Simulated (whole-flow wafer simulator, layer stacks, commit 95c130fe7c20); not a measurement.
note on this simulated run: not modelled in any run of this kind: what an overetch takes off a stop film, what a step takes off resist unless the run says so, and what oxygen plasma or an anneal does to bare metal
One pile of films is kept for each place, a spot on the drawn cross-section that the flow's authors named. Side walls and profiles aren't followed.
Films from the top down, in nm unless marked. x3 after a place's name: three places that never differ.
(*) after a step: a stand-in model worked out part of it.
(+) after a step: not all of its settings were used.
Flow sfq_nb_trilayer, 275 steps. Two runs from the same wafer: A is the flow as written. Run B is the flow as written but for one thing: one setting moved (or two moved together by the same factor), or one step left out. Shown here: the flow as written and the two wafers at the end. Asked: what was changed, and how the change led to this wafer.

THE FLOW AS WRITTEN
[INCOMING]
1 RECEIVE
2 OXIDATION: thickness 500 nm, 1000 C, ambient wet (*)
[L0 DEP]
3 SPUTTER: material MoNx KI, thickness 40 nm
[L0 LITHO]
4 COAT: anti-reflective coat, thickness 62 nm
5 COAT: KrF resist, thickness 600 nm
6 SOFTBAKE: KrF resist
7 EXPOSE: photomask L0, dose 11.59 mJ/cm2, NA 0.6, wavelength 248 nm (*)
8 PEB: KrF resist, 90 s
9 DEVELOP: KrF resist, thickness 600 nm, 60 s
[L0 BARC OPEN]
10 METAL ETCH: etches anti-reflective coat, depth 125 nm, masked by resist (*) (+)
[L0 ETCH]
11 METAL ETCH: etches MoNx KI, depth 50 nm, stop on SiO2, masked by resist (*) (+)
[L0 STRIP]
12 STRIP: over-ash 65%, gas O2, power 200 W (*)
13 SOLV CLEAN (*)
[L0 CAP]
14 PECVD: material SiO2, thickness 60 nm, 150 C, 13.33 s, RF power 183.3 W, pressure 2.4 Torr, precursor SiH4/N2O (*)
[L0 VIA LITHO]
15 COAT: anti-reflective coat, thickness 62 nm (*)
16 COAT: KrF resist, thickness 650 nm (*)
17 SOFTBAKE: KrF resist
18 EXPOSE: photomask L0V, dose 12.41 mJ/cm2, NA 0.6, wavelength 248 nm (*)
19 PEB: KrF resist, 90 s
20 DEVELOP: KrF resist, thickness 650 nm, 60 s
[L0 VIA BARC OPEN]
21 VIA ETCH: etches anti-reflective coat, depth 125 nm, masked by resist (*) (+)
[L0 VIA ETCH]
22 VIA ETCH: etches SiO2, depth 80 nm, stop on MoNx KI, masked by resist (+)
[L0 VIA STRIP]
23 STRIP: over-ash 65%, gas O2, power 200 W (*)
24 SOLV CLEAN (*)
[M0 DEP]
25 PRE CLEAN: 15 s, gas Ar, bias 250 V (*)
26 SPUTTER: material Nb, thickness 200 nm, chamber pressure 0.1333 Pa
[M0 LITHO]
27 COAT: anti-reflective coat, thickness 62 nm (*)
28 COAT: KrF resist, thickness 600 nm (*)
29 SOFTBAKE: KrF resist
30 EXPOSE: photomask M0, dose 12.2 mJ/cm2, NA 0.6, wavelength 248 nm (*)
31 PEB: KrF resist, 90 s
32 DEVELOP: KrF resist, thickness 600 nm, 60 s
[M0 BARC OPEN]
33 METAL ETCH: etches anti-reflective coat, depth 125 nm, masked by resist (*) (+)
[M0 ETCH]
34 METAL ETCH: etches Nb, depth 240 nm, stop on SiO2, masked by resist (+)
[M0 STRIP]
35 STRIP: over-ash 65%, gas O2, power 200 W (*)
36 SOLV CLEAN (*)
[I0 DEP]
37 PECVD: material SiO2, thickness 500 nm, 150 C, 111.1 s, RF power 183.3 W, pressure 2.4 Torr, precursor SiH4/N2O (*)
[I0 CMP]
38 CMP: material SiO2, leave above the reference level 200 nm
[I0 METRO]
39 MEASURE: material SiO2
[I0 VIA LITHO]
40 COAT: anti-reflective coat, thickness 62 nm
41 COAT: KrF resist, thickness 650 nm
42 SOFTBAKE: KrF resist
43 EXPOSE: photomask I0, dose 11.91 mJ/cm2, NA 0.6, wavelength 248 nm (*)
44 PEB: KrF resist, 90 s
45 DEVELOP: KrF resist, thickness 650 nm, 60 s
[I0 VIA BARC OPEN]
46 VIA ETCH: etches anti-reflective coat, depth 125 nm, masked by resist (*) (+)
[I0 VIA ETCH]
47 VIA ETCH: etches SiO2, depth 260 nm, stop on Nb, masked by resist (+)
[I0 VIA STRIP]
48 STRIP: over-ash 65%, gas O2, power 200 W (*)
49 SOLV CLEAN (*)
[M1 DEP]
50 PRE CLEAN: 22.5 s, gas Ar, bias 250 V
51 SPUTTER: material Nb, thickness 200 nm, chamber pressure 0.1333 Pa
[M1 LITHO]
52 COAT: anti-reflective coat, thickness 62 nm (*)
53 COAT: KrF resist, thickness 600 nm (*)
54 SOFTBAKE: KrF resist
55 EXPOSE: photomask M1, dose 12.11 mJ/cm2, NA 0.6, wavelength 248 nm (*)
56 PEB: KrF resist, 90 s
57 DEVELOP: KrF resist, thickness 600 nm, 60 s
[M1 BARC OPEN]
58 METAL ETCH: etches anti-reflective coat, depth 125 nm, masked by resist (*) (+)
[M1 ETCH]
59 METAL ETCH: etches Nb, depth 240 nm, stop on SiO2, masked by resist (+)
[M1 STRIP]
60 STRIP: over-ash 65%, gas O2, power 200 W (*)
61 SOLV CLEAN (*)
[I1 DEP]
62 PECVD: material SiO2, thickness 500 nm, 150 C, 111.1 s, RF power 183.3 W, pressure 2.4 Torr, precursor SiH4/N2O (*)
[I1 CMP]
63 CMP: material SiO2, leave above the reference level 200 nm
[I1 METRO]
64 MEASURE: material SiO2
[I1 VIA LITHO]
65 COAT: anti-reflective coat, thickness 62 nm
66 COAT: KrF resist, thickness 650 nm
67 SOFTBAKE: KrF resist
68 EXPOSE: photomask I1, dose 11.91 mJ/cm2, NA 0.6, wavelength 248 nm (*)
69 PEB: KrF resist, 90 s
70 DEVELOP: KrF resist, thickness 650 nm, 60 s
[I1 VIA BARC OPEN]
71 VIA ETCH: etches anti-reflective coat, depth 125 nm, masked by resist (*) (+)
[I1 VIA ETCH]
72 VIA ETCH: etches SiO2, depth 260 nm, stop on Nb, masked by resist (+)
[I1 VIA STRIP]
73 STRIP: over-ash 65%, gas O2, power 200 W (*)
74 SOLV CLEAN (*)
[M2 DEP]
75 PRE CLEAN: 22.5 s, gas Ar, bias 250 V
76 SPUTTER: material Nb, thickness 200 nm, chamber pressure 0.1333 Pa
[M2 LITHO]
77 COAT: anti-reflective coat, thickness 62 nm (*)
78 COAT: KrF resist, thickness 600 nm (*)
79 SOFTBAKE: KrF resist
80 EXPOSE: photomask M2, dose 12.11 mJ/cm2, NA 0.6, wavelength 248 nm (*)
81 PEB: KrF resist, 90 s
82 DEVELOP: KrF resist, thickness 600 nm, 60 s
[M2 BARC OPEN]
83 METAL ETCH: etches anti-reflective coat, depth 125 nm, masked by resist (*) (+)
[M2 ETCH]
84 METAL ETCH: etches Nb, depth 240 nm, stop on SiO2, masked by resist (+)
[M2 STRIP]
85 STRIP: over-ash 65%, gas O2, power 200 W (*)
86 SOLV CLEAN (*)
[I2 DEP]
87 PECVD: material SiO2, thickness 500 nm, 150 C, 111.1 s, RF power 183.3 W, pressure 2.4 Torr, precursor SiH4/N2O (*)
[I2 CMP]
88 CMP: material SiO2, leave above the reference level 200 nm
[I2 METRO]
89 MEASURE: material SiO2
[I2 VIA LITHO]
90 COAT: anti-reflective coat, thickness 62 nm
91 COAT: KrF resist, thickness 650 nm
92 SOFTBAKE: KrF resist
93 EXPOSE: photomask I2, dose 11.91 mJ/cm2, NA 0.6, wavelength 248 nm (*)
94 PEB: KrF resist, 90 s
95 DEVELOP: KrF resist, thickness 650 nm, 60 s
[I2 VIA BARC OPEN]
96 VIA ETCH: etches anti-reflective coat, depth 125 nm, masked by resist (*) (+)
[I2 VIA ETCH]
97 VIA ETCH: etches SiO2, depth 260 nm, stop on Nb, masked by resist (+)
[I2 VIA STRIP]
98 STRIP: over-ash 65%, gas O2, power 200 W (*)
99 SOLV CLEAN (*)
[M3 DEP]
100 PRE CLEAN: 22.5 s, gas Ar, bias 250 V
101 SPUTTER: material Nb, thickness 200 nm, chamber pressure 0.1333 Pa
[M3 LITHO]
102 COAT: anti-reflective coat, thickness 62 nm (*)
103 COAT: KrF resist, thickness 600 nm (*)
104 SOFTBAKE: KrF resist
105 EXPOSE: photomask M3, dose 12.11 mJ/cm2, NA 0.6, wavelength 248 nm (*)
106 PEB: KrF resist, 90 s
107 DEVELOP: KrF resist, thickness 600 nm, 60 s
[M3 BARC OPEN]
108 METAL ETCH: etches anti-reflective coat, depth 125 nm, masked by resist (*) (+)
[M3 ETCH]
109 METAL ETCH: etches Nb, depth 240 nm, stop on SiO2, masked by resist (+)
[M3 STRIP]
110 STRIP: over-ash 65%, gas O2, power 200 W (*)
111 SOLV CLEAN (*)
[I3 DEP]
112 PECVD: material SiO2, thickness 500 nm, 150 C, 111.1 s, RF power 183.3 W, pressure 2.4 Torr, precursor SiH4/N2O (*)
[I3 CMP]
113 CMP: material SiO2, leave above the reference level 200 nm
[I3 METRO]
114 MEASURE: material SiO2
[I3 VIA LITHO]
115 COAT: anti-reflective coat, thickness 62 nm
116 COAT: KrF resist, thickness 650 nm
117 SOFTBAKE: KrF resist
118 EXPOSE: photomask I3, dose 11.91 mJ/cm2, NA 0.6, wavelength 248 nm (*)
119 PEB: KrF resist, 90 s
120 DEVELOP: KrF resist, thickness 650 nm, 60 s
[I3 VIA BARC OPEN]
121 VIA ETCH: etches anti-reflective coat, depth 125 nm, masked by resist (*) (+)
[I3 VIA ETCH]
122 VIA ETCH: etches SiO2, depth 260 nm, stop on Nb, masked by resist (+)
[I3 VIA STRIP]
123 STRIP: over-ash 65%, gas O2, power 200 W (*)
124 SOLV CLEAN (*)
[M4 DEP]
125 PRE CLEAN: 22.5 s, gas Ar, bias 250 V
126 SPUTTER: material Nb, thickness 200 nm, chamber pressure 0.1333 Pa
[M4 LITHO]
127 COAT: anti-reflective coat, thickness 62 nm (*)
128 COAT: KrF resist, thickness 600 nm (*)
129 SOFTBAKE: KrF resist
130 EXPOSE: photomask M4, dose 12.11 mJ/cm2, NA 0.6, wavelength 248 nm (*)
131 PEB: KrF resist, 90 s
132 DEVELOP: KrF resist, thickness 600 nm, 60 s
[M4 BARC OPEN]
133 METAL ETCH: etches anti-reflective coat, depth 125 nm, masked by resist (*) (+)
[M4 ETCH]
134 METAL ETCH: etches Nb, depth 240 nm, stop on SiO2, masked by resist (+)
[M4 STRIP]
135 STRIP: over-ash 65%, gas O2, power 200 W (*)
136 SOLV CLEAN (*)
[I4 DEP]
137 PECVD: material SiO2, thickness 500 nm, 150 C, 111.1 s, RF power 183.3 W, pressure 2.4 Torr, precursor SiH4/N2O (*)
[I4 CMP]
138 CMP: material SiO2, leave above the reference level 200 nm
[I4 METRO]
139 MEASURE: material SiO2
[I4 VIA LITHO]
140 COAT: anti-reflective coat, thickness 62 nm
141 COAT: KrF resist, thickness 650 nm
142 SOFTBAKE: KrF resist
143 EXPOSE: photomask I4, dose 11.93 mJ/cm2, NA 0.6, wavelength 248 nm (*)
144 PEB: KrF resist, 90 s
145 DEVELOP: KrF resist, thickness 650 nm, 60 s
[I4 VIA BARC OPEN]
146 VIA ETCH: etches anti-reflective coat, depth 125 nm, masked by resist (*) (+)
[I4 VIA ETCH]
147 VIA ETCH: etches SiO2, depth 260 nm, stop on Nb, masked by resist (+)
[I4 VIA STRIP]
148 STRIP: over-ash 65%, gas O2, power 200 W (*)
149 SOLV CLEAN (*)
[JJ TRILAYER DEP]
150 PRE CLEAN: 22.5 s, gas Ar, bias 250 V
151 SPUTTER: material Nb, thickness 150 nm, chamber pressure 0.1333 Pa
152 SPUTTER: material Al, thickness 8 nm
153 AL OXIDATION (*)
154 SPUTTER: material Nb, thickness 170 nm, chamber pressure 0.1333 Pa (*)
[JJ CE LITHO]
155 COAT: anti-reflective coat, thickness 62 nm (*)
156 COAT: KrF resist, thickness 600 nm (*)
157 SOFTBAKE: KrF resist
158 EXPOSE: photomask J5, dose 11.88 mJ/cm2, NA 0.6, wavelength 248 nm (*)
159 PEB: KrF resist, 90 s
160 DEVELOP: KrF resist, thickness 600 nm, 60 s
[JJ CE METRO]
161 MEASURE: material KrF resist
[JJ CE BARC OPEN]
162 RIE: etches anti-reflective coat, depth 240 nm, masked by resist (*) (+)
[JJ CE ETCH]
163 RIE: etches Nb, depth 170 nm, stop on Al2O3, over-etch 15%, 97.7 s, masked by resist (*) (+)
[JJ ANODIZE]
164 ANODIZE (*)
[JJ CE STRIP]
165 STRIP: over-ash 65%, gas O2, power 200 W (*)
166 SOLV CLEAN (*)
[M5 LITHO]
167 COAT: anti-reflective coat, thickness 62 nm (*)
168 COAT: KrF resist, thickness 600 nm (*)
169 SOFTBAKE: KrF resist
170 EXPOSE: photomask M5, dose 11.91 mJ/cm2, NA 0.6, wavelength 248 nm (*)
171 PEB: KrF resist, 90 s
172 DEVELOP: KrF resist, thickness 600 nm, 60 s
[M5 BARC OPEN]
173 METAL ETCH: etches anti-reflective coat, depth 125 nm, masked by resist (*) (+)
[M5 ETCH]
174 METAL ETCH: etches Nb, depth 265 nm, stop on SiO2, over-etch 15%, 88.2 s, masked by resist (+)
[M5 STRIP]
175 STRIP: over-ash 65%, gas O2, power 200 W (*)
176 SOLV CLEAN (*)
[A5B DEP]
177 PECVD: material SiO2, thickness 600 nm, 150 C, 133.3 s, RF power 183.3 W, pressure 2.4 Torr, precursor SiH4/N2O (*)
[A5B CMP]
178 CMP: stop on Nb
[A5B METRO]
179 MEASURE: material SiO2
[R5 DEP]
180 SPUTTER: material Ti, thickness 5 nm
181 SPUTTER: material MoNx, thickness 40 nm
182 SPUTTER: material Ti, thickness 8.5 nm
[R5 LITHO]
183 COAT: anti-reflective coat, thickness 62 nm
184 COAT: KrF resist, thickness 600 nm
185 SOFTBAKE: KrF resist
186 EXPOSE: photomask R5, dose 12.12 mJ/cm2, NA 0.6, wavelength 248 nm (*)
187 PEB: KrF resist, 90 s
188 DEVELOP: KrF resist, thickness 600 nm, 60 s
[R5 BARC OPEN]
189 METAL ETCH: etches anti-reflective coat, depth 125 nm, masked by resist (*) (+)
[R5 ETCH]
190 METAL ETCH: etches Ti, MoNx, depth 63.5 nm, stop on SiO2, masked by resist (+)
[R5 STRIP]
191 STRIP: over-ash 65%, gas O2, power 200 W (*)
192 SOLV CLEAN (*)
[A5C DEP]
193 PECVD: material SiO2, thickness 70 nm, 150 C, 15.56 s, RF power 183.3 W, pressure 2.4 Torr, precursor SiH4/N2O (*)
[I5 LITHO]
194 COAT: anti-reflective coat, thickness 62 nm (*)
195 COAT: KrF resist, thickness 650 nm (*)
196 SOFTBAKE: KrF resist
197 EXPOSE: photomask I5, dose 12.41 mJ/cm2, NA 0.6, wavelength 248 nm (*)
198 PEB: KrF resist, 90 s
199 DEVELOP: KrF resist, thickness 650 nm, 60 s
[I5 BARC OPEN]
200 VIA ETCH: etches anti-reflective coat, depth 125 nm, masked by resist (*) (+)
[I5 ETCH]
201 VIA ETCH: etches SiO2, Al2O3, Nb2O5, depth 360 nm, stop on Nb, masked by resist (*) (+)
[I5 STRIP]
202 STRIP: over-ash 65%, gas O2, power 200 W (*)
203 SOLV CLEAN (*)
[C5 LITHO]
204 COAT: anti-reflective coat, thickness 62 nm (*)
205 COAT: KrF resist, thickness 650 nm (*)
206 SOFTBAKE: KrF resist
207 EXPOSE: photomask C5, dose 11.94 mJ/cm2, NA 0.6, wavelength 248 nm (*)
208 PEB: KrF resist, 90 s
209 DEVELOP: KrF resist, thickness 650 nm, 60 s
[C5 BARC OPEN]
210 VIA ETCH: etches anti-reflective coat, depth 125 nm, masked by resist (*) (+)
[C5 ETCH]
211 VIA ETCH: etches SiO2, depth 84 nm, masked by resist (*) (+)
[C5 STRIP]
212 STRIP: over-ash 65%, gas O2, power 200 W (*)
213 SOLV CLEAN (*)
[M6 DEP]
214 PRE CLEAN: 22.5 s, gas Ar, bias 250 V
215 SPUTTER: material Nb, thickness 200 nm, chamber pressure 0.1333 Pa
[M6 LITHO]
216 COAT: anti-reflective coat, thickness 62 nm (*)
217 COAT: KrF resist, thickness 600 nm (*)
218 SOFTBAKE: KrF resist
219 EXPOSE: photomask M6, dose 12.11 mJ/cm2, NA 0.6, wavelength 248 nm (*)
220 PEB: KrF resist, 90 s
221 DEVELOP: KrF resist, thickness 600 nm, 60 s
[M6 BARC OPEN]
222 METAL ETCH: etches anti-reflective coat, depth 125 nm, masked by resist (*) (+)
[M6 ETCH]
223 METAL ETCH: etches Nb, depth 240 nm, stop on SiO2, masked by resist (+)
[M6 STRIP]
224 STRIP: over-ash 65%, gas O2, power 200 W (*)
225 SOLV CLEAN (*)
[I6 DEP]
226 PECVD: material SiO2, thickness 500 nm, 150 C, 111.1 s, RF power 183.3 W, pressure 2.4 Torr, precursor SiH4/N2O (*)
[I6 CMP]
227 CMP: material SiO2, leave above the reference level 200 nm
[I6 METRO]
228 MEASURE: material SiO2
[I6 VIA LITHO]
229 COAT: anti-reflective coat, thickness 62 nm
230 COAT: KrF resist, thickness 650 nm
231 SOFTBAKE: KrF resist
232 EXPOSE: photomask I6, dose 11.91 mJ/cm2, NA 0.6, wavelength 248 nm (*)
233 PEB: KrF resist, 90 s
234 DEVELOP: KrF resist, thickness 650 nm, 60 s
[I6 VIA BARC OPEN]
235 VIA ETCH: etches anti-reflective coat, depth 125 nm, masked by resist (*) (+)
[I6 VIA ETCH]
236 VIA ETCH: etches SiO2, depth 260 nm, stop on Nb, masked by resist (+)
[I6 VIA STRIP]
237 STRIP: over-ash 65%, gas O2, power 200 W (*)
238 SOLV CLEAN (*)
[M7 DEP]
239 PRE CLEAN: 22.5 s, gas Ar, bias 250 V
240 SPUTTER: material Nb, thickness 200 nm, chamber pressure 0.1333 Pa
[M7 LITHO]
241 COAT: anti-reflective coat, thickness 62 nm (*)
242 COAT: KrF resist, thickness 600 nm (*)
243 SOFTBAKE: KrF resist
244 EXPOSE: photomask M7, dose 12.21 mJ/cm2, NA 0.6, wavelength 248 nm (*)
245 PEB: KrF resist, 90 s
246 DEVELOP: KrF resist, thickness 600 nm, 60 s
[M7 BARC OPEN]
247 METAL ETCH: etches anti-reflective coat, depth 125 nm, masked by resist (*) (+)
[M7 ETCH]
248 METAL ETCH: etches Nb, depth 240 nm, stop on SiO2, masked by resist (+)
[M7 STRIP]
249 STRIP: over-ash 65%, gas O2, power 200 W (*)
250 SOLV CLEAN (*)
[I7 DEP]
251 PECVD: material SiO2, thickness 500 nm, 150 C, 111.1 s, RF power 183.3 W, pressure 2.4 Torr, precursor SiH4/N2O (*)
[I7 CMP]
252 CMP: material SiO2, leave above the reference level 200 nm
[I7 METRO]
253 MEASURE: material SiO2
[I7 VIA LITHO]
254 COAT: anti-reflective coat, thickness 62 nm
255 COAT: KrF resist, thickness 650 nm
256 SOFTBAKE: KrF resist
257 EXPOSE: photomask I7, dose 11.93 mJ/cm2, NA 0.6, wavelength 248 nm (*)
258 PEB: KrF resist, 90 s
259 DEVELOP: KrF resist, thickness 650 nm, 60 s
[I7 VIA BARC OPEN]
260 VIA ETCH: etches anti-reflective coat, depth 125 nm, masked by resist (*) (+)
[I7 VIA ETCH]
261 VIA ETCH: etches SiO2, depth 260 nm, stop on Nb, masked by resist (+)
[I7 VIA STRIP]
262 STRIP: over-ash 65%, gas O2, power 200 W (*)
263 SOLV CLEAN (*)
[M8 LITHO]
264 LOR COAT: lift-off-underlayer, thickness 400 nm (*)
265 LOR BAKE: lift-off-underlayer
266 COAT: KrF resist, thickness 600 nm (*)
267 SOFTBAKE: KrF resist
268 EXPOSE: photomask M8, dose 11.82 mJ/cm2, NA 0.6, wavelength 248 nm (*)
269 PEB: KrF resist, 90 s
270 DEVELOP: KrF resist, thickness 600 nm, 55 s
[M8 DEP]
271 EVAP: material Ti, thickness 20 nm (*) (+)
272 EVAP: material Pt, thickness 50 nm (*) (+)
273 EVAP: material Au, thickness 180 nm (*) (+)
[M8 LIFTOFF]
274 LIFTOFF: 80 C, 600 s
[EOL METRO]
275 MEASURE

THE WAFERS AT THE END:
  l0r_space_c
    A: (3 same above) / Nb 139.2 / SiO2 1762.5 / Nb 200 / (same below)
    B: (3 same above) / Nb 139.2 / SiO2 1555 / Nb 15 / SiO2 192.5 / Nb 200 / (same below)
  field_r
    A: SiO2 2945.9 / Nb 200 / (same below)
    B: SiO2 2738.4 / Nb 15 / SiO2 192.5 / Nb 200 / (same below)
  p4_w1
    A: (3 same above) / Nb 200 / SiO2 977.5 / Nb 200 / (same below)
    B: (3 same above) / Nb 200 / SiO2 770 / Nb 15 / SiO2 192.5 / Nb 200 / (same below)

The cause: step 59, METAL ETCH: depth 185 nm was run, where the flow has depth 240 nm.

How the change led to this, step by step:
  59 METAL ETCH: etches Nb, depth 240 nm, stop on SiO2, masked by resist (+)
      field_l, be, be_sur and 79 more: A Nb -200 (all of it) | B Nb -185
      v_sur, via_wl, via_w and 21 more: A KrF resist -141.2 | B KrF resist -108.8
  60 STRIP: over-ash 65%, gas O2, power 200 W (*)
      wl_j_sl, wl_jj, wl_j_sr and 13 more: A KrF resist -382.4 (all of it), anti-reflective coat -62 (all of it) | B KrF resist -414.7 (all of it), anti-reflective coat -62 (all of it)
      v_sur: A KrF resist -365.9 (all of it), anti-reflective coat -61.1 (all of it) | B KrF resist -398.2 (all of it), anti-reflective coat -61.1 (all of it)
      (and at 7 more places)
  62 PECVD: material SiO2, thickness 500 nm, 150 C, 111.1 s, RF power 183.3 W, pressure 2.4 Torr, precursor SiH4/N2O (*)
      field_l, be, be_sur and 72 more: A SiO2 +500 | B SiO2 +500 (new film)
      lsp_m, ln_m6, lsp_r, l0_sur, l0v: A SiO2 +494.9 | B SiO2 +500 (new film)
      (and at 2 more places)
  63 CMP: material SiO2, leave above the reference level 200 nm
      field_l, be, be_sur and 72 more: A SiO2 -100 | B SiO2 -115
      lsp_m, ln_m6, lsp_r, l0_sur, l0v: A SiO2 -94.9 | B SiO2 -115
Counting metal films that touch as one body, l0r_space_c has 3 bodies (between them, from the top down: SiO2 1555; SiO2 192.5); the flow as written gives 2 bodies (between them, from the top down: SiO2 1762.5).
Counting metal films that touch as one body, field_r has 2 bodies (between them, from the top down: SiO2 192.5); the flow as written gives 1 body.
Counting metal films that touch as one body, p4_w1 has 4 bodies (between them, from the top down: SiO2 192.5; SiO2 770; SiO2 192.5); the flow as written gives 3 bodies (between them, from the top down: SiO2 192.5; SiO2 977.5).
